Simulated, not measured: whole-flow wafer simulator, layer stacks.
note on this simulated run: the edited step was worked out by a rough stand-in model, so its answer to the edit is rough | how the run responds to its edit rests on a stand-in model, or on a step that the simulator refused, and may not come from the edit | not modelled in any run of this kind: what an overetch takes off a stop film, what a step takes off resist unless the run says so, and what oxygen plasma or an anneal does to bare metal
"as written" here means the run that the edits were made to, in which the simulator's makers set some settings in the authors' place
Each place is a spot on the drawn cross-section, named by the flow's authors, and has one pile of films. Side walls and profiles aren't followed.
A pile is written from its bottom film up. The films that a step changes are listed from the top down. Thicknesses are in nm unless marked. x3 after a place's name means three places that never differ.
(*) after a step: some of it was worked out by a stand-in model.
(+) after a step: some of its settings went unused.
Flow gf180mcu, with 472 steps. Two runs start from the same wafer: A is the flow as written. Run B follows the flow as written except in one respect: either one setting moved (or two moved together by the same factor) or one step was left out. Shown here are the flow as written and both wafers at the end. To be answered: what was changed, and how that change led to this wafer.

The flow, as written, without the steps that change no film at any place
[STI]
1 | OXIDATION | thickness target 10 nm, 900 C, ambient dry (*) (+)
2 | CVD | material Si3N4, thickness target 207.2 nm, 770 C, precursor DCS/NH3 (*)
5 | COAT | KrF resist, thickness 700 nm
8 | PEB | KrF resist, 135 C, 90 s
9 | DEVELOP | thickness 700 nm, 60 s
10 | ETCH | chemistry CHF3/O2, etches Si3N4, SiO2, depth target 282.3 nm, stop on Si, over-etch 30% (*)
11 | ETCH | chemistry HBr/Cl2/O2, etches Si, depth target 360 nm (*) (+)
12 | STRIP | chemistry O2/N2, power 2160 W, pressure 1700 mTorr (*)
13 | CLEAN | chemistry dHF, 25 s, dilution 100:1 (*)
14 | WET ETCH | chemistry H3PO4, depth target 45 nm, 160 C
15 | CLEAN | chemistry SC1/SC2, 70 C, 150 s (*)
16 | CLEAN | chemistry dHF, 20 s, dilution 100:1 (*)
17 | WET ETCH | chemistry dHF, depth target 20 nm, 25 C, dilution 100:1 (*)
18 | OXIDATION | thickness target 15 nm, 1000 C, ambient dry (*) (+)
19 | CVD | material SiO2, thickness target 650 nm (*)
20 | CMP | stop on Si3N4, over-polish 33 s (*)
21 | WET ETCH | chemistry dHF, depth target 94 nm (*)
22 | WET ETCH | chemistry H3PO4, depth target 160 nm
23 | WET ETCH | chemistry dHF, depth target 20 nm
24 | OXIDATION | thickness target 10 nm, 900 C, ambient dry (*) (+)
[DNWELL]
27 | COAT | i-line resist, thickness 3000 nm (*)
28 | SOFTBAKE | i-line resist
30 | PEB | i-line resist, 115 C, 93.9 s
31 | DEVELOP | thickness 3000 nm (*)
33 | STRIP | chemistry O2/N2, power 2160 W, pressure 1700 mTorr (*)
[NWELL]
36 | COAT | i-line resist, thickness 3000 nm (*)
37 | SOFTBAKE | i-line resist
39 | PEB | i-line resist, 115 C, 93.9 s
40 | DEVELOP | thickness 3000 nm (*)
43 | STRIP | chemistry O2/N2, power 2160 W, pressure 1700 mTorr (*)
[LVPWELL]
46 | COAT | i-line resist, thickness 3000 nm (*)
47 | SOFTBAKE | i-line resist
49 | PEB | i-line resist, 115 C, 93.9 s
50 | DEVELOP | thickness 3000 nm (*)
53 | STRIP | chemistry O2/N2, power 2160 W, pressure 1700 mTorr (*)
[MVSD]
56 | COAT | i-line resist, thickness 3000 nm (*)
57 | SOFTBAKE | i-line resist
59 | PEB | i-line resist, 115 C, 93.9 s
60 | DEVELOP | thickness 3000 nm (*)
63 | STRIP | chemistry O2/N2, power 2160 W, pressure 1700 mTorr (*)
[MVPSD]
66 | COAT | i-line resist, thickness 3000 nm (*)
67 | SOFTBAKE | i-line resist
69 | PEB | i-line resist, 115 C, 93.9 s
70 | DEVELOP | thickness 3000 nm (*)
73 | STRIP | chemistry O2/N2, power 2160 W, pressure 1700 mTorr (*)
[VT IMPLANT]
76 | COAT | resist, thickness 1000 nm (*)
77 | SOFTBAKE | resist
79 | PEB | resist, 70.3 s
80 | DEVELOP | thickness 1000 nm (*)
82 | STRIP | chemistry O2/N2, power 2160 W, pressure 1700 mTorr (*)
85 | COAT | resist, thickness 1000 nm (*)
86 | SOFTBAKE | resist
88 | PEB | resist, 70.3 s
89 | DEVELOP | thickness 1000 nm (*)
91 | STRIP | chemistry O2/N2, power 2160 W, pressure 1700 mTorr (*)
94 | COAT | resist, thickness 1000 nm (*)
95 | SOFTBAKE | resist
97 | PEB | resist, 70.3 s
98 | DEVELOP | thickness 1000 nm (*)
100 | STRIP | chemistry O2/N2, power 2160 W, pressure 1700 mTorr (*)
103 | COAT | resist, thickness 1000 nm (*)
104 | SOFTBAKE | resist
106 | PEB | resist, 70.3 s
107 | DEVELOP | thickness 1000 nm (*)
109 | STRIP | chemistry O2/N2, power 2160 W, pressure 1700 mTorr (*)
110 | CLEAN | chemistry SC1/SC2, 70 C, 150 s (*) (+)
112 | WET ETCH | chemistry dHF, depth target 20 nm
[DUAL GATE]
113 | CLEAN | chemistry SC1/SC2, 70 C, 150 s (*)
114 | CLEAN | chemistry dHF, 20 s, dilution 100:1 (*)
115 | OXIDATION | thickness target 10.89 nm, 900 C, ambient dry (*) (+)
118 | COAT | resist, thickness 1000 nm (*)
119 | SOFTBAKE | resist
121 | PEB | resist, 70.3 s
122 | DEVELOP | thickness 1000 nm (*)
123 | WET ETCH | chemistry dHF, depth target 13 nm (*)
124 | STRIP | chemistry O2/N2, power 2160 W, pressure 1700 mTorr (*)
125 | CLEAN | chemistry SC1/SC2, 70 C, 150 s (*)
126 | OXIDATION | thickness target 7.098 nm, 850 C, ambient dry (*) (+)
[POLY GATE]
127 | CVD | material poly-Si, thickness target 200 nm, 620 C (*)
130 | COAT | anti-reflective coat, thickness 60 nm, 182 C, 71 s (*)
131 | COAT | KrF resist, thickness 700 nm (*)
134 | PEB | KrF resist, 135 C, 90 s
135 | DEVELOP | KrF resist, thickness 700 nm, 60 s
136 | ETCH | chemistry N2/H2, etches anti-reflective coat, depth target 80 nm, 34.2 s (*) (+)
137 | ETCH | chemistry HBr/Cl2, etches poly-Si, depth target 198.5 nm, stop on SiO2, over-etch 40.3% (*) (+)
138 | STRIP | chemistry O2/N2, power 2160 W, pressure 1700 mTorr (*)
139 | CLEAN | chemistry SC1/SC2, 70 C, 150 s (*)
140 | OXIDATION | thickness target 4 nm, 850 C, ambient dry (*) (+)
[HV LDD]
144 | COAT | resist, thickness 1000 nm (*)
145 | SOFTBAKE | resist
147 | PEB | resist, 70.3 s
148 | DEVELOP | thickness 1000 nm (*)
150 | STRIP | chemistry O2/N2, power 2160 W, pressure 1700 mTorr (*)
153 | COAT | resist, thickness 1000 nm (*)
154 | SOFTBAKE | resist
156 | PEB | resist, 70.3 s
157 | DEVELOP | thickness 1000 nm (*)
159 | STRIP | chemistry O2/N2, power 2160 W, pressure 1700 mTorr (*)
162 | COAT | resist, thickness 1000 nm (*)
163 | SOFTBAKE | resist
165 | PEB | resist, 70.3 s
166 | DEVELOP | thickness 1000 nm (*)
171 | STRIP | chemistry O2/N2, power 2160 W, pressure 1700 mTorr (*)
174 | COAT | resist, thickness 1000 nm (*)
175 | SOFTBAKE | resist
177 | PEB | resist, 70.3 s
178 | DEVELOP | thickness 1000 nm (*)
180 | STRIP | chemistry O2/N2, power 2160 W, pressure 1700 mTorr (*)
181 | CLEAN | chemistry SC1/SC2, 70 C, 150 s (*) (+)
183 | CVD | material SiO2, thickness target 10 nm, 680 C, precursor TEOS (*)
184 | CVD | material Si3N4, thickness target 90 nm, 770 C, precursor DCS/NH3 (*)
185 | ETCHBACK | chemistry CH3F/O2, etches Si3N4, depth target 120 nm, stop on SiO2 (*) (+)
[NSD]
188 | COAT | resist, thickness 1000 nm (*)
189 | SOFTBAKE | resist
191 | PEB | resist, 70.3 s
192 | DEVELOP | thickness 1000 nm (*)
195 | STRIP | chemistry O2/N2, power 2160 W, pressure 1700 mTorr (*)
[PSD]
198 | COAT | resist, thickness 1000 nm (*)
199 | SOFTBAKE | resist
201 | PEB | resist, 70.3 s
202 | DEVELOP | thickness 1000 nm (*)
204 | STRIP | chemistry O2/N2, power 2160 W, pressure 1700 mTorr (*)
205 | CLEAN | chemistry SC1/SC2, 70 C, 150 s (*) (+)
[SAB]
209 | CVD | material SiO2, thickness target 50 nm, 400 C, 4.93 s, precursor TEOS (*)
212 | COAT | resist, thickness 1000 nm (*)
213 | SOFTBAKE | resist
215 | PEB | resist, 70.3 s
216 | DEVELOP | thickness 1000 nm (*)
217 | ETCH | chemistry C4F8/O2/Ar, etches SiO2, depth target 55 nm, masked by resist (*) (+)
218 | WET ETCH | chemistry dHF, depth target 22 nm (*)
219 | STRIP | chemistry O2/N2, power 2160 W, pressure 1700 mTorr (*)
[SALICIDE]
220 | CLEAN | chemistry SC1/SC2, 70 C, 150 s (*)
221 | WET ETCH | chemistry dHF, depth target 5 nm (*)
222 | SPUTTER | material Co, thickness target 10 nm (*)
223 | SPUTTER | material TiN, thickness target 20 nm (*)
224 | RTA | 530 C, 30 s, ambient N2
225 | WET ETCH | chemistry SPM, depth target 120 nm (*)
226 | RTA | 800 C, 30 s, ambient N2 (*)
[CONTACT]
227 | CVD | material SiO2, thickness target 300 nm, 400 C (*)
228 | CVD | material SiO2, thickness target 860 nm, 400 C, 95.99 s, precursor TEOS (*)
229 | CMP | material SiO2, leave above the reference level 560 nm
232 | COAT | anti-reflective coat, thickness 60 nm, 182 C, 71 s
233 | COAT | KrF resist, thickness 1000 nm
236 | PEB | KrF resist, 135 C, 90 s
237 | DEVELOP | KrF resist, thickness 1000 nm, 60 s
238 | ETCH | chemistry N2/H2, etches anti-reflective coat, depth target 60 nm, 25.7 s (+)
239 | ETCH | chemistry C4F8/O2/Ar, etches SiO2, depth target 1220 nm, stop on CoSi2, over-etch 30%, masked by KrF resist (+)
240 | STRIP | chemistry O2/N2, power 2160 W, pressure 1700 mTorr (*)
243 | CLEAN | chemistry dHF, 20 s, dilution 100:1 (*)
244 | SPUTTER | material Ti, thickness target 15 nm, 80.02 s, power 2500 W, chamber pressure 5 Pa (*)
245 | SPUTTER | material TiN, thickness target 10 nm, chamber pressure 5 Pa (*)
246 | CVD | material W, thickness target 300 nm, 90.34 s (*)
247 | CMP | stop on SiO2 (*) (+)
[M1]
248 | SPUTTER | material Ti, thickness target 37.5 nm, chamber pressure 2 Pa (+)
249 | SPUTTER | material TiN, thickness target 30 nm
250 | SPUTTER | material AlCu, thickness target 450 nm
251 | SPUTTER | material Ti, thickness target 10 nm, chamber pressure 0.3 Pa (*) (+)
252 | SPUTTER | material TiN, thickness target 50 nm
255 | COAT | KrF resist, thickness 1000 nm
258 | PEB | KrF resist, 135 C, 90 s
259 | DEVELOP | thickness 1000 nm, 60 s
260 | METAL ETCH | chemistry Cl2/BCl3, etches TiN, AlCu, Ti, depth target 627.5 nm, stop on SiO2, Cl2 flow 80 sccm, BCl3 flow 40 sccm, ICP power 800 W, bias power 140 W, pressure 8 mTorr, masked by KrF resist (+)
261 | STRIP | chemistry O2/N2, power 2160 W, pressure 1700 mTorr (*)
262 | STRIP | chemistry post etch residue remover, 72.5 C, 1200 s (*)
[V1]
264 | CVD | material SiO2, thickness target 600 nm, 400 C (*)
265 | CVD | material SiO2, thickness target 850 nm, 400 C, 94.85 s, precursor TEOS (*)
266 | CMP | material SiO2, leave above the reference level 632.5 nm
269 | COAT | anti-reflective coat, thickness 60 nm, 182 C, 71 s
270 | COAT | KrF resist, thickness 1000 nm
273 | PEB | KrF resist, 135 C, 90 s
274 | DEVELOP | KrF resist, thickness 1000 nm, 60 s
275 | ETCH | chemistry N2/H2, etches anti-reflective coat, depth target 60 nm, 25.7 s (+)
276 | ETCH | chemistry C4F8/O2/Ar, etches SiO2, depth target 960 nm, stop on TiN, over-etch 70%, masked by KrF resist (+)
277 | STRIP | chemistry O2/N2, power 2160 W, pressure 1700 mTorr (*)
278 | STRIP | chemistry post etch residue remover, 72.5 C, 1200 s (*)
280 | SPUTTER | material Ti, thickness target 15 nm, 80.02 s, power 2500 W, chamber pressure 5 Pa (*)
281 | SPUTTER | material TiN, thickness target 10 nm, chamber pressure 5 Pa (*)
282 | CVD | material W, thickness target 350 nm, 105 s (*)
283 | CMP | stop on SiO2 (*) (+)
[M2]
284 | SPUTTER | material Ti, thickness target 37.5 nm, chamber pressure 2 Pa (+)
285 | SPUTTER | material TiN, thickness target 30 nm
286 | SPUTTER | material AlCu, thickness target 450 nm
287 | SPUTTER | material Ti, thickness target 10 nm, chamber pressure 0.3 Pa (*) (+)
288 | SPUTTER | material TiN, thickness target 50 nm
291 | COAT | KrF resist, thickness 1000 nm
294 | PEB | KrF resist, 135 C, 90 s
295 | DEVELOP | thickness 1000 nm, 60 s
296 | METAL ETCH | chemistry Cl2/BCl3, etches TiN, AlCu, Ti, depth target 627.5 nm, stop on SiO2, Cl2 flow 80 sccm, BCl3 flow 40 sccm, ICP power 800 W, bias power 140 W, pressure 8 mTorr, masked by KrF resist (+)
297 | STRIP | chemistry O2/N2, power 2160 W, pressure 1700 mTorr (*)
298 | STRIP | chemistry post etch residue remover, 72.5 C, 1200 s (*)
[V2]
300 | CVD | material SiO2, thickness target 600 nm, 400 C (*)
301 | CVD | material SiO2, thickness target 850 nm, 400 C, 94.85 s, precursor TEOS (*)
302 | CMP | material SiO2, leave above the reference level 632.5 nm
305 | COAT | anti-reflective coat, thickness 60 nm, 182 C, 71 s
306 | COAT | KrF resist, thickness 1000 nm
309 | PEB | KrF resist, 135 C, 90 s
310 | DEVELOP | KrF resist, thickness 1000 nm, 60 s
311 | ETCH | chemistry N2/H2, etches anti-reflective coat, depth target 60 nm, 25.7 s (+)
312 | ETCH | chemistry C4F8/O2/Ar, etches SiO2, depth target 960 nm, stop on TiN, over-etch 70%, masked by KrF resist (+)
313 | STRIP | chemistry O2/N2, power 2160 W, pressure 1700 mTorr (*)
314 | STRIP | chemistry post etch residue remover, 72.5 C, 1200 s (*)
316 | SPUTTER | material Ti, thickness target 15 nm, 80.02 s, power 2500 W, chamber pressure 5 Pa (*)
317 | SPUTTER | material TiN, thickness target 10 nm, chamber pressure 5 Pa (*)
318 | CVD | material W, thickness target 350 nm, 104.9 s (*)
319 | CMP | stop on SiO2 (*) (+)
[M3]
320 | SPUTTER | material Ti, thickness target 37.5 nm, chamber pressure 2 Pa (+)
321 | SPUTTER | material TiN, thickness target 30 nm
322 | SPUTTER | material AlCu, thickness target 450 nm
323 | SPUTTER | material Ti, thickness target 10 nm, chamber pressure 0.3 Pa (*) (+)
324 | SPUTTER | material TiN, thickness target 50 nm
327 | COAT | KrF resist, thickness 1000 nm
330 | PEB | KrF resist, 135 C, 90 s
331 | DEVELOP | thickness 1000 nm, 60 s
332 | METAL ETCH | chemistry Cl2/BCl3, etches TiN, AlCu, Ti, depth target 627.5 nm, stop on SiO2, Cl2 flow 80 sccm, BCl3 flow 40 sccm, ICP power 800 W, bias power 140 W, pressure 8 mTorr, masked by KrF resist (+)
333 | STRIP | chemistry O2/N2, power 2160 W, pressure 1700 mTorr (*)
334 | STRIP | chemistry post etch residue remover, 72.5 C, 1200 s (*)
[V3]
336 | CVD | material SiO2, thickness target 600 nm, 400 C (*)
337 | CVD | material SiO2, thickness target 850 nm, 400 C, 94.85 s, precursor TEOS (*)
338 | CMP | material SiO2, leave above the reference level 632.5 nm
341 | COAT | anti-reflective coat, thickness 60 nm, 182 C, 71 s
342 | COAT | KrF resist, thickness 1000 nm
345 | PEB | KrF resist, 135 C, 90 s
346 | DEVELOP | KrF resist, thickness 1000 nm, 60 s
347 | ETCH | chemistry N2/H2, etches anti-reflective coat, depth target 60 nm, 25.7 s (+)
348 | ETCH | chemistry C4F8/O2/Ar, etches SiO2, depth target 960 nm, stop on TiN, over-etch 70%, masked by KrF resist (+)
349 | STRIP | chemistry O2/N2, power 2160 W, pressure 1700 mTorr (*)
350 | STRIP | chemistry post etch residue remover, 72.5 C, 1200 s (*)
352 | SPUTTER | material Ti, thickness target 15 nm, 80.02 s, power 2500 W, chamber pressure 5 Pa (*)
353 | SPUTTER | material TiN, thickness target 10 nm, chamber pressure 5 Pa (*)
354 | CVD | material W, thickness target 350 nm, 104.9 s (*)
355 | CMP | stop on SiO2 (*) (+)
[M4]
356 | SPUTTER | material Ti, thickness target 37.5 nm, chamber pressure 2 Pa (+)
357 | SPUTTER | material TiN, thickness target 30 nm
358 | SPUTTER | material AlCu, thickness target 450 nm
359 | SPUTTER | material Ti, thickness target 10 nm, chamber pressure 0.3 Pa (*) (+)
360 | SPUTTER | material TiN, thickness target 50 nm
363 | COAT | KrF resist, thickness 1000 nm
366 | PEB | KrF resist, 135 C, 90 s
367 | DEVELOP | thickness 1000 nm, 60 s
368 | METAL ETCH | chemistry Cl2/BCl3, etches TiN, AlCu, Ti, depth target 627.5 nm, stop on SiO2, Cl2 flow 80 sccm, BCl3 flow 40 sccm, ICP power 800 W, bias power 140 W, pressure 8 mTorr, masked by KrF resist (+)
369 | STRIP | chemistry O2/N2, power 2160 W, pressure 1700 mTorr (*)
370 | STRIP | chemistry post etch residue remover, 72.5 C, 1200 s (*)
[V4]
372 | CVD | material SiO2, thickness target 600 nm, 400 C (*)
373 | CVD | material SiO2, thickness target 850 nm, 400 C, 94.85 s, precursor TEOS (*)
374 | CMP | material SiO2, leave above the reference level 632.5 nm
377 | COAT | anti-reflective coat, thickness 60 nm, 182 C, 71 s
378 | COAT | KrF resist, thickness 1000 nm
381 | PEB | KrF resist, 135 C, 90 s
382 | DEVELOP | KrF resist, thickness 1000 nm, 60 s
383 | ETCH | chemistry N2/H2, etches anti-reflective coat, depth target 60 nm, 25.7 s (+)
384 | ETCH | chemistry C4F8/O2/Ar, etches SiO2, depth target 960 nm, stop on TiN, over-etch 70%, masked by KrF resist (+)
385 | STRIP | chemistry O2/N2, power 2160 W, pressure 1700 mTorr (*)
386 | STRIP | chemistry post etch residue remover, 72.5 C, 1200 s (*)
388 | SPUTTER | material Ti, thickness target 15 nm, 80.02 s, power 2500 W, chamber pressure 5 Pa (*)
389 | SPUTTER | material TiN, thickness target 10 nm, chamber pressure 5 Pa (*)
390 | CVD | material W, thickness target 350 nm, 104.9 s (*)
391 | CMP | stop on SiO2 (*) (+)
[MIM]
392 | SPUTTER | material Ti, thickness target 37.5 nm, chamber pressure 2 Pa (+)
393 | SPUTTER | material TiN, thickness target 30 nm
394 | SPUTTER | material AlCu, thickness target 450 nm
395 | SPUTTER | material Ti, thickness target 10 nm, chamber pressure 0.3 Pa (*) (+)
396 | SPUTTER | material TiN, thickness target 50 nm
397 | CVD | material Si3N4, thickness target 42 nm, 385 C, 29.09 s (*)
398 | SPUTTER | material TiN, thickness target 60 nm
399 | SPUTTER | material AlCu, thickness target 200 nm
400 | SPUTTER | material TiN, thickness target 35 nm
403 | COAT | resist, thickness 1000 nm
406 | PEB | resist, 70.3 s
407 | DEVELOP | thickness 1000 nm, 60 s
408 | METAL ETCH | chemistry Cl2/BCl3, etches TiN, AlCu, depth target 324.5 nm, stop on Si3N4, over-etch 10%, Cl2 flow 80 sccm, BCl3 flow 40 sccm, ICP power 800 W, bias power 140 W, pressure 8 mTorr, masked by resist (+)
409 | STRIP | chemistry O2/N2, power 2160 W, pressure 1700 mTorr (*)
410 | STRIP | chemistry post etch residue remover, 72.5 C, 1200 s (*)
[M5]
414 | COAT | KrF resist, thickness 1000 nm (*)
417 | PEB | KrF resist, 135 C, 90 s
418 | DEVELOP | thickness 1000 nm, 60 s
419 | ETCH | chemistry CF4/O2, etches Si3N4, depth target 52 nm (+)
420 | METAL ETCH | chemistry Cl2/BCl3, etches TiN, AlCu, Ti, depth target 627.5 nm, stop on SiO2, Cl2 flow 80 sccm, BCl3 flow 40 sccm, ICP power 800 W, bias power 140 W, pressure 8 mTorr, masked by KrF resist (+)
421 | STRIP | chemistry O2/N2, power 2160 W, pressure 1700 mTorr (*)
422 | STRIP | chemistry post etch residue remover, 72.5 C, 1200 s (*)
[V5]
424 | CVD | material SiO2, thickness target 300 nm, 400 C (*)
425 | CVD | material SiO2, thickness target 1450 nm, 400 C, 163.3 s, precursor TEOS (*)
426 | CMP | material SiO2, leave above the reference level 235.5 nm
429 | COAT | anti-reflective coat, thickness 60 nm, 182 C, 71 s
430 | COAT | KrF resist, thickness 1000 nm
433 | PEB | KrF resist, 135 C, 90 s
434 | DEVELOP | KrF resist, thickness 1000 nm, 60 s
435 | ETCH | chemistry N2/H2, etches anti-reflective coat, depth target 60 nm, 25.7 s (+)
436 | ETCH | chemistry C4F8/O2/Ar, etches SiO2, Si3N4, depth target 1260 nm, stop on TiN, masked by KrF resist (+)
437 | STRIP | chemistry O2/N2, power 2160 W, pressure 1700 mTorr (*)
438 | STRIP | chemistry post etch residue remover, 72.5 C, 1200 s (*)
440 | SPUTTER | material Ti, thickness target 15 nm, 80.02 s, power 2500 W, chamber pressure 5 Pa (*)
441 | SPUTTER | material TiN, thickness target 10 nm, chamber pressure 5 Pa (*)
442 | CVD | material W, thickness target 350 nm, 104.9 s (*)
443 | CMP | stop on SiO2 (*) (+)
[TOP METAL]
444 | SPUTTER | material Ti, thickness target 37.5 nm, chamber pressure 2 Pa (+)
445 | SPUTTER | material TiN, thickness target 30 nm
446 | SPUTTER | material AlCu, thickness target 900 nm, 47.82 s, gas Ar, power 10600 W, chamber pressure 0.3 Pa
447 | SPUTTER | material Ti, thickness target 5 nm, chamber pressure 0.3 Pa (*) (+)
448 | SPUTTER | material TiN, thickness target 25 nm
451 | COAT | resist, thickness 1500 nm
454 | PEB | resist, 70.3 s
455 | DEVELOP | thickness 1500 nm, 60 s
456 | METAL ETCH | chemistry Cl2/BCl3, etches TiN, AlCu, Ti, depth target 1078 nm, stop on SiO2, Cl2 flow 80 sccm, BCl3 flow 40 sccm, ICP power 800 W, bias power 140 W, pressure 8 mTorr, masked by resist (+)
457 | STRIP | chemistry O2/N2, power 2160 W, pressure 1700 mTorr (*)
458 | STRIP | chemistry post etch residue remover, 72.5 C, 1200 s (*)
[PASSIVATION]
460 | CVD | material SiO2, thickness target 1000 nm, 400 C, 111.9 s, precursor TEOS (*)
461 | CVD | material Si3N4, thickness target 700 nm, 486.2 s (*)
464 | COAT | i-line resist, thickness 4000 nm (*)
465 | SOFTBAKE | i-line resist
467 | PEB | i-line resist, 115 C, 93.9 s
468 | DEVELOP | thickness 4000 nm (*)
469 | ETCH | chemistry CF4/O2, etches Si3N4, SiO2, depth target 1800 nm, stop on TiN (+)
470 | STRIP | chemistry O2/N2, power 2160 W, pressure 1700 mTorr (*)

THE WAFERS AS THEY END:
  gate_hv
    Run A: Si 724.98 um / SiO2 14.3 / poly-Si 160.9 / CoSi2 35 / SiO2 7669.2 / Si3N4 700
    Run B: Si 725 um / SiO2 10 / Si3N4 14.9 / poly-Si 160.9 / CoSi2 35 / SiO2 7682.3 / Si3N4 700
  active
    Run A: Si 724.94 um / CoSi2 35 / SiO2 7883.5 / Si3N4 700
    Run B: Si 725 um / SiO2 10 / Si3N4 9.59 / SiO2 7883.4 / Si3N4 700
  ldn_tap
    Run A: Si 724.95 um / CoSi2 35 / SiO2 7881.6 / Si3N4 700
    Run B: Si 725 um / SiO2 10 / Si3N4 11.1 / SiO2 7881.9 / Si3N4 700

Cause: step 2, CVD: thickness target 236.2 nm was run, whereas the flow has thickness target 207.2 nm.

How this came from the change, step by step:
  2 | CVD | material Si3N4, thickness target 207.2 nm, 770 C, precursor DCS/NH3 (*)
      field, field_sub, active and 77 more: A Si3N4 gains 207.2 (new film) | B Si3N4 gains 236.2 (new film)
  10 | ETCH | chemistry CHF3/O2, etches Si3N4, SiO2, depth target 282.3 nm, stop on Si, over-etch 30% (*)
      field, field_sub, sti and 34 more: A Si3N4 loses 207.2 (all of it), SiO2 loses 10 (all of it), Si loses 13 | B Si3N4 loses 236.2 (all of it), SiO2 loses 10 (all of it), Si loses 7.23
  19 | CVD | material SiO2, thickness target 650 nm (*)
      m1, ld_fp_n, ld_drift_n and 8 more: A SiO2 gains 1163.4 | B SiO2 gains 1192.4
  20 | CMP | stop on Si3N4, over-polish 33 s (*)
      sti, mim_1p0, pad and 11 more: A SiO2 loses 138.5 | B SiO2 loses 109.5
      nw_enc_fld, nw_enc_fld_lv: A SiO2 loses 142.5 | B SiO2 loses 113.5
      (as well as at 10 more places)
  22 | WET ETCH | chemistry H3PO4, depth target 160 nm
      active, n_well, p_well and 40 more: A Si3N4 loses 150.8 (all of it), SiO2 loses 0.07 | B Si3N4 loses 160.1
  23 | WET ETCH | chemistry dHF, depth target 20 nm
      active, n_well, p_well and 40 more: A SiO2 loses 9.93 (all of it) | B Si3N4 loses 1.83
  24 | OXIDATION | thickness target 10 nm, 900 C, ambient dry (*) (+)
      active, n_well, p_well and 40 more: A SiO2 gains 10 (new film), Si loses 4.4 | B nothing
  28 | SOFTBAKE | i-line resist
      ldn_fp, ldn_drn: A i-line resist gains 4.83 | B i-line resist gains 5.63
      active_nat: A i-line resist gains 2.84 | B i-line resist gains 3.39
      (as well as at 18 more places)
  37 | SOFTBAKE | i-line resist
      ldn_fp, ldn_drn: A i-line resist gains 4.83 | B i-line resist gains 5.63
      active_nat: A i-line resist gains 2.84 | B i-line resist gains 3.39
      (as well as at 18 more places)
  47 | SOFTBAKE | i-line resist
      ldn_fp, ldn_drn: A i-line resist gains 4.83 | B i-line resist gains 5.63
      active_nat: A i-line resist gains 2.84 | B i-line resist gains 3.39
      (as well as at 18 more places)
  57 | SOFTBAKE | i-line resist
      ldn_fp, ldn_drn: A i-line resist gains 4.83 | B i-line resist gains 5.63
      active_nat: A i-line resist gains 2.84 | B i-line resist gains 3.39
      (as well as at 18 more places)
  67 | SOFTBAKE | i-line resist
      ldn_fp, ldn_drn: A i-line resist gains 4.83 | B i-line resist gains 5.63
      active_nat: A i-line resist gains 2.84 | B i-line resist gains 3.39
      (as well as at 18 more places)
  112 | WET ETCH | chemistry dHF, depth target 20 nm
      active, n_well, p_well and 40 more: A SiO2 loses 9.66 (all of it) | B Si3N4 loses 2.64
  113 | CLEAN | chemistry SC1/SC2, 70 C, 150 s (*)
      active, n_well, p_well and 40 more: A chemical SiO2 gains 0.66 (new film), Si loses 1.83 | B Si3N4 loses 0.07
  114 | CLEAN | chemistry dHF, 20 s, dilution 100:1 (*)
      active, n_well, p_well and 40 more: A chemical SiO2 loses 0.66 (all of it) | B Si3N4 loses 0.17
  115 | OXIDATION | thickness target 10.89 nm, 900 C, ambient dry (*) (+)
      active, n_well, p_well and 40 more: A SiO2 gains 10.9 (new film), Si loses 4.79 | B nothing
  ... another 27 steps ...
  471 | ANNEAL | 400 C, 1800 s, ambient N2/H2
      contact: A nothing | B under 49 films: void gains 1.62 (new film), Ti loses 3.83, TiSi first gains 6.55 (new film), Si loses 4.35
If metal films that touch count as one body, active has 0 bodies; the flow as written gives 1 body.
If metal films that touch count as one body, ldn_tap has 0 bodies; the flow as written gives 1 body.
